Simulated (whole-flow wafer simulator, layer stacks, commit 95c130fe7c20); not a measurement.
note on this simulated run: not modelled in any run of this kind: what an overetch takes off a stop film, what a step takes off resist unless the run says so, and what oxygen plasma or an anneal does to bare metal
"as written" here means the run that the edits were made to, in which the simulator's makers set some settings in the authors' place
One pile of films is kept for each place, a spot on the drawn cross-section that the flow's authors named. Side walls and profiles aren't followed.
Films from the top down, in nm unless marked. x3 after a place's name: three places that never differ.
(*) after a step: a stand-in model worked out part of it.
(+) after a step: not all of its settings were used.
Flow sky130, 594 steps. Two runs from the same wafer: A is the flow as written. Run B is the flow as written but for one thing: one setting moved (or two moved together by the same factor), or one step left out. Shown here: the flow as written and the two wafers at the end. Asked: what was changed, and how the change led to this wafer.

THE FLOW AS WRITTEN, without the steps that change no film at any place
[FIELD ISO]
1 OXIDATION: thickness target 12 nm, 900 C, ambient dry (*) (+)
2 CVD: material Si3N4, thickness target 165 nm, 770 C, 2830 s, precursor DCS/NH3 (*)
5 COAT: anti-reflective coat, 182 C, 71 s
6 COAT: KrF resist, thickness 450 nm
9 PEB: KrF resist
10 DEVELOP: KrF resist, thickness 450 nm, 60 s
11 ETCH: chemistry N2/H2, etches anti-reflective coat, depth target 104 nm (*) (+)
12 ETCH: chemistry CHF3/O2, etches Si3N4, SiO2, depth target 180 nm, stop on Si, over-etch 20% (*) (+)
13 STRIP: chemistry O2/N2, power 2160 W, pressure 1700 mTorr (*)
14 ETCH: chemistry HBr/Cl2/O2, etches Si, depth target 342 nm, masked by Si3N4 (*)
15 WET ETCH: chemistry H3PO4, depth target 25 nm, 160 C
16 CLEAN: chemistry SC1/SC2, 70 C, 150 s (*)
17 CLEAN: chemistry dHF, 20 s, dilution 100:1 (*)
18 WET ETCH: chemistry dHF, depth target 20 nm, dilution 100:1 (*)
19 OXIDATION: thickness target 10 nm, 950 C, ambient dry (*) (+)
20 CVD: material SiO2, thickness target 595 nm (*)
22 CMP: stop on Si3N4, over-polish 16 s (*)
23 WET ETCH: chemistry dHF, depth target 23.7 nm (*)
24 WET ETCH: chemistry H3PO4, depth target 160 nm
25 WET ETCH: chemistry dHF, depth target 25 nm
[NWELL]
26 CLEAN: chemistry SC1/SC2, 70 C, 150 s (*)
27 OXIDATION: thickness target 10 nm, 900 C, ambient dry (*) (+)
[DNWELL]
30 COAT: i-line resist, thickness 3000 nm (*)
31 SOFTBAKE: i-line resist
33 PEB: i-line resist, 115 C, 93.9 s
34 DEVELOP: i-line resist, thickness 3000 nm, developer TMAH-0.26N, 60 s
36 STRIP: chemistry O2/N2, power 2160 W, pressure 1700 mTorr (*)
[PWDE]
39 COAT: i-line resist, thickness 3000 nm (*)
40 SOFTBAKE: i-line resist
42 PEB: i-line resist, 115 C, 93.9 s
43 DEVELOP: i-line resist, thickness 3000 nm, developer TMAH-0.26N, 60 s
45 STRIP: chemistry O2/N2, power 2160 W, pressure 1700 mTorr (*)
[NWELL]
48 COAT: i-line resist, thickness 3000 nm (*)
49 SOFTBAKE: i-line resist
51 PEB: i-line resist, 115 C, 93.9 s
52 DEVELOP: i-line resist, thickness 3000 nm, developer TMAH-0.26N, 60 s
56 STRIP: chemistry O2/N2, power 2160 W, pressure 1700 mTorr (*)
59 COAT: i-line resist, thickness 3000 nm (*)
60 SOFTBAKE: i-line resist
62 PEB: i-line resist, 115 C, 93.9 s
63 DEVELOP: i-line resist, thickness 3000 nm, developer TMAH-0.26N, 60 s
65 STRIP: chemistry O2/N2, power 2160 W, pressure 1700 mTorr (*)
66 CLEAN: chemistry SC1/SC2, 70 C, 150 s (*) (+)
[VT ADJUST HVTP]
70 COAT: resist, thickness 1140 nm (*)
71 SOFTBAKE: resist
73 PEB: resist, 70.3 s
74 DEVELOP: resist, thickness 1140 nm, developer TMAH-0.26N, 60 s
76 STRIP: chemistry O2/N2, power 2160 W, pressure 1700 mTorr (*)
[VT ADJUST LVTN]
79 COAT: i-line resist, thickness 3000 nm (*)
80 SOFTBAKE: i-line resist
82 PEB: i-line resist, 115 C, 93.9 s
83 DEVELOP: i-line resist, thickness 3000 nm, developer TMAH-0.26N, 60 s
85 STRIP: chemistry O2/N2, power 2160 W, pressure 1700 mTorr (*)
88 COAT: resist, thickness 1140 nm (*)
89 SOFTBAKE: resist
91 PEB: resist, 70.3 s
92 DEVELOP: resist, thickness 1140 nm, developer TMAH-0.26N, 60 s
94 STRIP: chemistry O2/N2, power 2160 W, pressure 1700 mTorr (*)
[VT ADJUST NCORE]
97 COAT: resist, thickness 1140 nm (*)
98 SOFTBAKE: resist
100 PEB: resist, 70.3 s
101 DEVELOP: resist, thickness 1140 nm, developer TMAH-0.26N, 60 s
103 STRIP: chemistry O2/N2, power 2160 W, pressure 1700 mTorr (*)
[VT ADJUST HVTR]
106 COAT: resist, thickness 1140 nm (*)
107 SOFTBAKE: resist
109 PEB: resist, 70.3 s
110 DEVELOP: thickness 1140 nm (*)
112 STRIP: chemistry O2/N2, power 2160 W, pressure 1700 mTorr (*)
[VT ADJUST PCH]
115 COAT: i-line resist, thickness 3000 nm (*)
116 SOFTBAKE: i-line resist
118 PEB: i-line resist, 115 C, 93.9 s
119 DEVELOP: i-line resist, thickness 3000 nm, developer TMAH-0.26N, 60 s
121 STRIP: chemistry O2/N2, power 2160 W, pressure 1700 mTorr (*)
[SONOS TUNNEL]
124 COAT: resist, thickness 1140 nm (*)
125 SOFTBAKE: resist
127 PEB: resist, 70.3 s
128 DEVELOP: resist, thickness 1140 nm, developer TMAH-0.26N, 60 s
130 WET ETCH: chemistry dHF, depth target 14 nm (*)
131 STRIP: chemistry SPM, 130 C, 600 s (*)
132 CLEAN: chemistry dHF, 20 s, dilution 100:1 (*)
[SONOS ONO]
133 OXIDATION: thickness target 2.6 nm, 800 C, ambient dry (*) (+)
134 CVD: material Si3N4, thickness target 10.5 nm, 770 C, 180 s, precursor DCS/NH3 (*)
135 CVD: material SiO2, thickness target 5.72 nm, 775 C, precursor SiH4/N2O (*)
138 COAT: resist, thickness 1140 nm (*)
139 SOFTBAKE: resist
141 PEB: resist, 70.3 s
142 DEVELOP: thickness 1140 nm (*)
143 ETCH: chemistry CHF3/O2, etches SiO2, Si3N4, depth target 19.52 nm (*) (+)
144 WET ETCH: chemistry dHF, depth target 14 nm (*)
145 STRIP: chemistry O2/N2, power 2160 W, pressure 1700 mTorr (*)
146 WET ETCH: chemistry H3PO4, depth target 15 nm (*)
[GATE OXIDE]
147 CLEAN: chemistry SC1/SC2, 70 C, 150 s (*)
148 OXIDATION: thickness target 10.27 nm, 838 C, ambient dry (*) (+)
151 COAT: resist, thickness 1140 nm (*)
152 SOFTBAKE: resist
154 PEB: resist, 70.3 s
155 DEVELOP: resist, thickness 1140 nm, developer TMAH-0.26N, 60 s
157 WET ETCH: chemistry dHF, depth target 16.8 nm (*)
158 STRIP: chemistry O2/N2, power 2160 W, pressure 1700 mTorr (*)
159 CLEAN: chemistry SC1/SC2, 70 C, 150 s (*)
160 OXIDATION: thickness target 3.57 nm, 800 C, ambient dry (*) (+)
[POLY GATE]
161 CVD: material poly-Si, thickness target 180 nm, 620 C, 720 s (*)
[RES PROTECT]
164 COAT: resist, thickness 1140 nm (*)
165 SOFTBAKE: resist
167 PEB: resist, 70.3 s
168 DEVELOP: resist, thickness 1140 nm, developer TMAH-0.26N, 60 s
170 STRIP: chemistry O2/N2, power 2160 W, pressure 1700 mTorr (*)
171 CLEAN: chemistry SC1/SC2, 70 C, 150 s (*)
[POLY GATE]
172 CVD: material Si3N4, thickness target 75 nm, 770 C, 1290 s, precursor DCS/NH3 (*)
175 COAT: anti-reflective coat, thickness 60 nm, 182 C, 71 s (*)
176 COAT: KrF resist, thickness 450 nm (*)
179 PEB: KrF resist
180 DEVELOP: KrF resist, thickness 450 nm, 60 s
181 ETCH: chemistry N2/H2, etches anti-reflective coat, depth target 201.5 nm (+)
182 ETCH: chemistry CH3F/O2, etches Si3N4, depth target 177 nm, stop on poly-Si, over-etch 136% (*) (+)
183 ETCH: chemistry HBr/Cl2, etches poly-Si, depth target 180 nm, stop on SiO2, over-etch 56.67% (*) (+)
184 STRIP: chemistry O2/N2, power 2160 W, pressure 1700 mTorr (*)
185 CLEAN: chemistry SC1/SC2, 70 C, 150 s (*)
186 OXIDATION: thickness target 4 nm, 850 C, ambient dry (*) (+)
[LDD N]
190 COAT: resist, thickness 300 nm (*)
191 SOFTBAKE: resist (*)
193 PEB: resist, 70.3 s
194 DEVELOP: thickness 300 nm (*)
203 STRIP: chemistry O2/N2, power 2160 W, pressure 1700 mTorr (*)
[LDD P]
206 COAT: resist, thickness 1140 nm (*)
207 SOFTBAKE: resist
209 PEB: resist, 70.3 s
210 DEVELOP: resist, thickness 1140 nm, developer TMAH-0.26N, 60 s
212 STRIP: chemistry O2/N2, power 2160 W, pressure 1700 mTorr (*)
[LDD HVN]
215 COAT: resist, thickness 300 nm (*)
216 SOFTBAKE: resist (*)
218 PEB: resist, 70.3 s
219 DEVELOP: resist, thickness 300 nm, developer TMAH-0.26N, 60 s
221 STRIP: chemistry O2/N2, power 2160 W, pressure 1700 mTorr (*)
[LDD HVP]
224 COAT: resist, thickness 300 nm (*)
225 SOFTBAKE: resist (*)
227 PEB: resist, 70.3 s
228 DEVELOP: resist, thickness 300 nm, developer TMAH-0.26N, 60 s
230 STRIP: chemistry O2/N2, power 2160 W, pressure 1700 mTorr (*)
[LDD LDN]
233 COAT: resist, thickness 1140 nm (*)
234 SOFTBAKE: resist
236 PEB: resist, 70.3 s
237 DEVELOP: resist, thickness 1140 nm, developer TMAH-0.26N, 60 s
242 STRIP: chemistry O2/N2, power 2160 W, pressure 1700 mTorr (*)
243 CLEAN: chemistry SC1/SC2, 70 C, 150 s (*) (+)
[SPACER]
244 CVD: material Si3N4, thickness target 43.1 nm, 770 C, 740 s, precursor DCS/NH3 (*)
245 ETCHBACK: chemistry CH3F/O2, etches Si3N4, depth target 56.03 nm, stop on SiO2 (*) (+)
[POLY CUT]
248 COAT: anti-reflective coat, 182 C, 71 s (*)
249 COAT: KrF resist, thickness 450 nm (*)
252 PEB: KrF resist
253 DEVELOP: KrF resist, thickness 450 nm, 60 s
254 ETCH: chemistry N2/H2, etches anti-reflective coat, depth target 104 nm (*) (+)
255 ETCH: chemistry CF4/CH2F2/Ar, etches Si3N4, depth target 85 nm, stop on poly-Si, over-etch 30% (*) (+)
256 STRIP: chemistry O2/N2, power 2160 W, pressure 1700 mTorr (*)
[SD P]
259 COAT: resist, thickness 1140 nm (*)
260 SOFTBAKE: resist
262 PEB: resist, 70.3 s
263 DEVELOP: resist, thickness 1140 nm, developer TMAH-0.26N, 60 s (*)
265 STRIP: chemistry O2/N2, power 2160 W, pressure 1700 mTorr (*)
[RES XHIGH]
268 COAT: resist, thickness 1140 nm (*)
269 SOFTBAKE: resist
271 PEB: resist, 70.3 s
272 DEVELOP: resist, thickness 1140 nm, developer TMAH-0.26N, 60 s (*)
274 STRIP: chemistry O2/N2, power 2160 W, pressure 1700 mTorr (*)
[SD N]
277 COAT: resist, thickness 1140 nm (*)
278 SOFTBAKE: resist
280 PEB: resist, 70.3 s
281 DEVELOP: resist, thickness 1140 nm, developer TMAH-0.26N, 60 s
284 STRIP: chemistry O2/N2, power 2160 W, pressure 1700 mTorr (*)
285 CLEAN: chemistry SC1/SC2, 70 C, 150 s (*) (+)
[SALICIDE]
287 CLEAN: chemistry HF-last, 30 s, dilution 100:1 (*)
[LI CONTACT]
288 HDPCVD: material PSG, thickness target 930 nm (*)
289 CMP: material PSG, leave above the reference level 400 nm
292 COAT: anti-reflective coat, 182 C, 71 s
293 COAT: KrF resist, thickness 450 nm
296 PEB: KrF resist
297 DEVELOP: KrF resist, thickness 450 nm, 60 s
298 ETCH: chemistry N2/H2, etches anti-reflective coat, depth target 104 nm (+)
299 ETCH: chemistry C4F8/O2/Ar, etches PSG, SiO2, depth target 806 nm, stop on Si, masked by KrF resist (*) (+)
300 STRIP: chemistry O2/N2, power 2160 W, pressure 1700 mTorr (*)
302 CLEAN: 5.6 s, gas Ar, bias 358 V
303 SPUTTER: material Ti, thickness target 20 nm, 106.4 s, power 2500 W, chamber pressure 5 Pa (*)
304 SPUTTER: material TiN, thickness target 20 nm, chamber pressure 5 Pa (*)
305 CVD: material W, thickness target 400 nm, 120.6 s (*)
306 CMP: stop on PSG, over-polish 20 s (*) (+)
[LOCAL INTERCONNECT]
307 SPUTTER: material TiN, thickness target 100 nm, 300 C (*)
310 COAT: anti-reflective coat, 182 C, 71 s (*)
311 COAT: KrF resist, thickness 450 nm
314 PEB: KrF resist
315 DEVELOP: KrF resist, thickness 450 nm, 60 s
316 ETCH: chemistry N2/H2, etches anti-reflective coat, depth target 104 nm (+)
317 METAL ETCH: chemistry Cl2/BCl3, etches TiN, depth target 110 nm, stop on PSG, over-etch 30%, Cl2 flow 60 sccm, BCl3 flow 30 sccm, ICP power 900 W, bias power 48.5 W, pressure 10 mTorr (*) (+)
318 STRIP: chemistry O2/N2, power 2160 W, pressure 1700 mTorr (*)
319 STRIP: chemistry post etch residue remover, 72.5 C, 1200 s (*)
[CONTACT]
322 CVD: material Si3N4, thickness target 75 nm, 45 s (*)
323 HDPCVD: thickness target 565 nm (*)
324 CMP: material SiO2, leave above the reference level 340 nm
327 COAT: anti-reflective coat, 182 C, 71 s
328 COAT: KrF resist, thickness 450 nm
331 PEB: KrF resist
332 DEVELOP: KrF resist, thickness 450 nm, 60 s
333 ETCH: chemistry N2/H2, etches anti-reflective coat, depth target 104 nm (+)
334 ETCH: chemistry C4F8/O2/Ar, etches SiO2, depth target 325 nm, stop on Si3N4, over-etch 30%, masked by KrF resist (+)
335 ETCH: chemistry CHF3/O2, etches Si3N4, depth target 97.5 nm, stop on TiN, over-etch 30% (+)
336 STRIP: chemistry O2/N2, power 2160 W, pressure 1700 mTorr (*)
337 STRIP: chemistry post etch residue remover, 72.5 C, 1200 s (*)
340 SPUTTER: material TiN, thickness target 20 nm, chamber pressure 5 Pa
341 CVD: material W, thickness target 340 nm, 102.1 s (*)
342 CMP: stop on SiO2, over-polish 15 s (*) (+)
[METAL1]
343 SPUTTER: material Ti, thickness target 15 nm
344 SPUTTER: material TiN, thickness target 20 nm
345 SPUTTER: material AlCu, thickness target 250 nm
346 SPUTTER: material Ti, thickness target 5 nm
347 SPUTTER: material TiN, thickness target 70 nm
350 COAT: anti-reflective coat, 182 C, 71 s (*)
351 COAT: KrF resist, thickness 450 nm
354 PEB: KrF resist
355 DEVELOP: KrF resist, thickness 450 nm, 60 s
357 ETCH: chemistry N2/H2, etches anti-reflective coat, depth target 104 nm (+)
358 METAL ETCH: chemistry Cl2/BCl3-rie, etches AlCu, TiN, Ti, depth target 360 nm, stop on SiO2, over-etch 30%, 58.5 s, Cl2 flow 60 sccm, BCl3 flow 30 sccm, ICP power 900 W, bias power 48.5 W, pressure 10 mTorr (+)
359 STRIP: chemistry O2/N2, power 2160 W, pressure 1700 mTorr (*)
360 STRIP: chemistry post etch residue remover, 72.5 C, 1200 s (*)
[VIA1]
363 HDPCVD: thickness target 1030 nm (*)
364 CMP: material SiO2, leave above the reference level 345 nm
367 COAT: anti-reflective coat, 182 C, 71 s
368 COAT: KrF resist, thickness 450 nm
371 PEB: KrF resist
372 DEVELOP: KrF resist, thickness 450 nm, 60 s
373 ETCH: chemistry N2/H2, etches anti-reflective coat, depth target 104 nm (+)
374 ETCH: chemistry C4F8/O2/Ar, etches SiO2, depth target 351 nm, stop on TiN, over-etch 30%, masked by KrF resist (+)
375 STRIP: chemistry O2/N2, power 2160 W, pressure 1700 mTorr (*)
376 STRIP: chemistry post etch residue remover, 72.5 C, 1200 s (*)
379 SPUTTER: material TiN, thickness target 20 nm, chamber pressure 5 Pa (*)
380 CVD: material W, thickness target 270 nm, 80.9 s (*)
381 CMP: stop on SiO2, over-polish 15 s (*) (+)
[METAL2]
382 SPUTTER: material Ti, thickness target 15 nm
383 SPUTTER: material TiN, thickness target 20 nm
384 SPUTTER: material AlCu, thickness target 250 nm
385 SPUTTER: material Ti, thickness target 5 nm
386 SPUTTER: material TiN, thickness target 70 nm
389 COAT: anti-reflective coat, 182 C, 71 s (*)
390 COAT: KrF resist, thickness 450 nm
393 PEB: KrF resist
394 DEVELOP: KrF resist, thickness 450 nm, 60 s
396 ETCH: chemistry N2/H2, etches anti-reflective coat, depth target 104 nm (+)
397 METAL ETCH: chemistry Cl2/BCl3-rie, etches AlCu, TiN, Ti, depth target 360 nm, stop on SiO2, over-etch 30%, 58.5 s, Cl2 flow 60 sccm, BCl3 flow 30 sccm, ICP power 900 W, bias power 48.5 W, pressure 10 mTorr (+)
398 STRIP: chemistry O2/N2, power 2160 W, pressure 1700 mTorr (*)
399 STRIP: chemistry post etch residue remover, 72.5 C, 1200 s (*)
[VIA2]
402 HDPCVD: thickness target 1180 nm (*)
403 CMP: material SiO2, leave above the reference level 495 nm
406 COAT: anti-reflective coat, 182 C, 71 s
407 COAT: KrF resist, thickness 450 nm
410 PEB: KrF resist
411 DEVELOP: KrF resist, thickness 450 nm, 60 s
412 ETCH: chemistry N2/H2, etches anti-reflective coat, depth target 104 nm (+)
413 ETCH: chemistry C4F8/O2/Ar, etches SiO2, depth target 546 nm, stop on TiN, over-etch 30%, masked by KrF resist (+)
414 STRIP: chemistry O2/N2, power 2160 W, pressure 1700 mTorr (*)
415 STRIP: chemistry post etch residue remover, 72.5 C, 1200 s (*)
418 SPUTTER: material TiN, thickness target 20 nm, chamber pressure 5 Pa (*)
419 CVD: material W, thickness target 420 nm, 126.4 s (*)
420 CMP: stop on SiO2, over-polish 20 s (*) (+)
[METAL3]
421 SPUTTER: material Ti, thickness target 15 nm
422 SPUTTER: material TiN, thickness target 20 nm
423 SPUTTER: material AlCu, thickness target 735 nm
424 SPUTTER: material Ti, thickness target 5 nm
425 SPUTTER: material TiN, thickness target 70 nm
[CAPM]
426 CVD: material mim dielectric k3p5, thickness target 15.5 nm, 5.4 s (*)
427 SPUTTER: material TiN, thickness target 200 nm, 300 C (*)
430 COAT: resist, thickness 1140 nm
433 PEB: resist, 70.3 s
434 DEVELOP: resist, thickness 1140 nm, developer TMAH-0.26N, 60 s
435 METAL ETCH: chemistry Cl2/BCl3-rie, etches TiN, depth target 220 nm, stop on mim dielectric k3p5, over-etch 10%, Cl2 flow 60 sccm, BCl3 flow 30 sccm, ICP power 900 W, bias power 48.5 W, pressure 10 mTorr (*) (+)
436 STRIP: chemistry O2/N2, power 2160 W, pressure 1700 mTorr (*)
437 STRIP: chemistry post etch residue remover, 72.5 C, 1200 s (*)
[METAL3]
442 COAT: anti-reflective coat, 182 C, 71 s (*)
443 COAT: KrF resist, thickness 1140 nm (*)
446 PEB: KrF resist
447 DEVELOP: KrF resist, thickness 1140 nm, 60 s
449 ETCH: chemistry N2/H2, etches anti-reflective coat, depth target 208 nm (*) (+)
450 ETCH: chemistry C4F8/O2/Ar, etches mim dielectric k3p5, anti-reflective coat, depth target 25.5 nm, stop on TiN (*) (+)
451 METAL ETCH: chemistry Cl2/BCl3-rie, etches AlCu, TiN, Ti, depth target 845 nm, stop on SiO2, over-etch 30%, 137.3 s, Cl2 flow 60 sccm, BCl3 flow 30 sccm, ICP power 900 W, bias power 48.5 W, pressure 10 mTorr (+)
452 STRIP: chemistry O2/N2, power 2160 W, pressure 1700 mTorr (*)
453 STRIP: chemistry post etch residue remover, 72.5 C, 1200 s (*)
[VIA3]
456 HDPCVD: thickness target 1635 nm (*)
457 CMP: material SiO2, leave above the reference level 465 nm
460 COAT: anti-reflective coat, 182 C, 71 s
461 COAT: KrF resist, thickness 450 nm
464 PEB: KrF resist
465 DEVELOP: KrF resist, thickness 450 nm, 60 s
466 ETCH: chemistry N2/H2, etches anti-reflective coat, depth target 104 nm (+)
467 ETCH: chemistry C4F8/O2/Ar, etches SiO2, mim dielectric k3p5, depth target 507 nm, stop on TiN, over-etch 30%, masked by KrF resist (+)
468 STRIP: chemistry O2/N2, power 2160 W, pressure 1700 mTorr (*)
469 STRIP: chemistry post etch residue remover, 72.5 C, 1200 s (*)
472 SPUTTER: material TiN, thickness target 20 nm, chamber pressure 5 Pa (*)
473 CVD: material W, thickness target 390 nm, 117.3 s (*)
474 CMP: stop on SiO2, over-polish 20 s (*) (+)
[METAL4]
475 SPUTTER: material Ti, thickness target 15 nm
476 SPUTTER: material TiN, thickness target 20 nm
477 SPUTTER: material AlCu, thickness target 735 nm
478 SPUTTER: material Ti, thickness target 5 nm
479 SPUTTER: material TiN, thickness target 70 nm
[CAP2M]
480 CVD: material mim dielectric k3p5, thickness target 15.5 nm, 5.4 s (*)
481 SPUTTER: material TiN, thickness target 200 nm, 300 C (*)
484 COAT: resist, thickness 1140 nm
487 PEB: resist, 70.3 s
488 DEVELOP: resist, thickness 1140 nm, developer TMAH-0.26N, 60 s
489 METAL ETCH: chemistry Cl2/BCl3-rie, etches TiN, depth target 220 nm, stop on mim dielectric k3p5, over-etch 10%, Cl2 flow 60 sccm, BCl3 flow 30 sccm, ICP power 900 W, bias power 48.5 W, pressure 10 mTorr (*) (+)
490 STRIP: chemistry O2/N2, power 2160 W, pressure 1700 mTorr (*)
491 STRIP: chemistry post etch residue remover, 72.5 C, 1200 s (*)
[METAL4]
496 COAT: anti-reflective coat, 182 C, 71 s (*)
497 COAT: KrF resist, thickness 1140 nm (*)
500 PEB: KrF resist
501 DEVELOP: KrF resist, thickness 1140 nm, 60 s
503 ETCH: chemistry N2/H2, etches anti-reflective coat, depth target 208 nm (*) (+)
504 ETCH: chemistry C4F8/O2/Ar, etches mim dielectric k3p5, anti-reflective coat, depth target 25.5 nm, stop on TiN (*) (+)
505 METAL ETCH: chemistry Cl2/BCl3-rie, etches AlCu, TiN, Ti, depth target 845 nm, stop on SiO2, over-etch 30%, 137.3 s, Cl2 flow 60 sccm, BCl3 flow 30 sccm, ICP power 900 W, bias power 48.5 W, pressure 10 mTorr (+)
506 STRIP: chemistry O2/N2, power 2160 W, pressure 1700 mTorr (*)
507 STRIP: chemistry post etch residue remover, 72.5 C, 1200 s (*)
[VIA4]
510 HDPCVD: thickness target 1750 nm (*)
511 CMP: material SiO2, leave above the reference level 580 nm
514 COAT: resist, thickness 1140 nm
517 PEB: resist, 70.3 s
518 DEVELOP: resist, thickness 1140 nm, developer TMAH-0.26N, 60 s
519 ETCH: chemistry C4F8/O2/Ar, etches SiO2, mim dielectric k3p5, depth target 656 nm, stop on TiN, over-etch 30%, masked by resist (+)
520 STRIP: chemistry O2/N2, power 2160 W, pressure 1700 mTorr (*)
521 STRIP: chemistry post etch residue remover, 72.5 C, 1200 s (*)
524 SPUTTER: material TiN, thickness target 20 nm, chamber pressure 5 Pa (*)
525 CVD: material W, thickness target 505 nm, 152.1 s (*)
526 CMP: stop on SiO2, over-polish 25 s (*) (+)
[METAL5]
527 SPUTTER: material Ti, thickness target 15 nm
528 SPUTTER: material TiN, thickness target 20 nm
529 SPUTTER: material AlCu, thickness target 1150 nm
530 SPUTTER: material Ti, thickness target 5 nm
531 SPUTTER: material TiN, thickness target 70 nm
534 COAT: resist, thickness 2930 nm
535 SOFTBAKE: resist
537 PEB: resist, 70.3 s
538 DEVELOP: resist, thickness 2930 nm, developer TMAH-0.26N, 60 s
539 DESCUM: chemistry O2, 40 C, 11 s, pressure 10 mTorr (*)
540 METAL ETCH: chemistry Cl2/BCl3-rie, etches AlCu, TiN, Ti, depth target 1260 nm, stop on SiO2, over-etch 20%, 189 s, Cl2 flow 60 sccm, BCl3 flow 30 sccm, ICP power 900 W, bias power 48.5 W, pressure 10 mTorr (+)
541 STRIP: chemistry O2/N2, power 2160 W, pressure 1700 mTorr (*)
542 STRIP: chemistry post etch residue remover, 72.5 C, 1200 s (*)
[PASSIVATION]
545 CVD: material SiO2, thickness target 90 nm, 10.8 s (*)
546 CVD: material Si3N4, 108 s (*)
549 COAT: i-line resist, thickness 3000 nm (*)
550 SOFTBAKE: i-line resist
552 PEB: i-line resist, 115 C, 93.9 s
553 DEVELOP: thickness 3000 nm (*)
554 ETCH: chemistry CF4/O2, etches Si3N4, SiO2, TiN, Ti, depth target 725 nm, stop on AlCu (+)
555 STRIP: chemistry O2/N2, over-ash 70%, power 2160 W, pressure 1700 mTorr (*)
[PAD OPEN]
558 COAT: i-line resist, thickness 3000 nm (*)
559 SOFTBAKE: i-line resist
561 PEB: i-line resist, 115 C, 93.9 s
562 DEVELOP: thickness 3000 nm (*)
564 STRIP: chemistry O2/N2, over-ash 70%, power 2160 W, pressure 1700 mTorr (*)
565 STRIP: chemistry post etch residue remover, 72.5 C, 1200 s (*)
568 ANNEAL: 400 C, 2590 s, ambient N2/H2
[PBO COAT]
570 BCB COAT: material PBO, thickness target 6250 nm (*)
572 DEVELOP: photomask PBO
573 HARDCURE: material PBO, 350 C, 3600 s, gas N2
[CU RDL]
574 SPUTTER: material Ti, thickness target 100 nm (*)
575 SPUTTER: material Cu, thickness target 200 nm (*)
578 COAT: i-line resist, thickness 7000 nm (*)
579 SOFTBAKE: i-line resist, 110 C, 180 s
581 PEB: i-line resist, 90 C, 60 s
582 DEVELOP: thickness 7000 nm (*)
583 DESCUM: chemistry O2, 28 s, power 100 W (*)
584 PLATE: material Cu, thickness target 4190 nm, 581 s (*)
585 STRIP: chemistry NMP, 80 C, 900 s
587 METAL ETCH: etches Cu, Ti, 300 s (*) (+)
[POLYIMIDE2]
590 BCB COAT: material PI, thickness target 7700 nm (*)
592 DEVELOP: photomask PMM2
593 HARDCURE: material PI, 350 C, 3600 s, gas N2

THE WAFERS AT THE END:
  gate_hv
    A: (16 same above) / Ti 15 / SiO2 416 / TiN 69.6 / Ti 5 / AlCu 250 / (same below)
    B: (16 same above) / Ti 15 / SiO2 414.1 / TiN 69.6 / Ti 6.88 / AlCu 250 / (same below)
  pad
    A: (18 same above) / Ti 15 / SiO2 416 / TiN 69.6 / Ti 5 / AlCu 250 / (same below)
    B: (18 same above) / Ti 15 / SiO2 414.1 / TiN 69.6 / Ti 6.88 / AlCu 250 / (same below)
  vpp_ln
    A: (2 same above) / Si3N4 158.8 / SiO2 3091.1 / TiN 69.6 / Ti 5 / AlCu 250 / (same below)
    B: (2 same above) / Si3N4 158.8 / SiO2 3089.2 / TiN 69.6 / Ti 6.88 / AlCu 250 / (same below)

The cause: step 385, SPUTTER: thickness target 6.88 nm was run, where the flow has thickness target 5 nm.
It can be read off the wafer: gate_hv has Ti 6.88, and step 385 as written asks for 5 nm.

How the change led to this, step by step:
  385 SPUTTER: material Ti, thickness target 5 nm
      field, active, n_well and 188 more: A Ti +5 (new film) | B Ti +6.88 (new film)
  397 METAL ETCH: chemistry Cl2/BCl3-rie, etches AlCu, TiN, Ti, depth target 360 nm, stop on SiO2, over-etch 30%, 58.5 s, Cl2 flow 60 sccm, BCl3 flow 30 sccm, ICP power 900 W, bias power 48.5 W, pressure 10 mTorr (+)
      field, active, gate and 82 more: A TiN -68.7 (all of it), Ti -5 (all of it), AlCu -250 (all of it), TiN -20 (all of it), Ti -15 (all of it), SiO2 -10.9 | B TiN -68.7 (all of it), Ti -6.88 (all of it), AlCu -250 (all of it), TiN -20 (all of it), Ti -15 (all of it), SiO2 -10.7
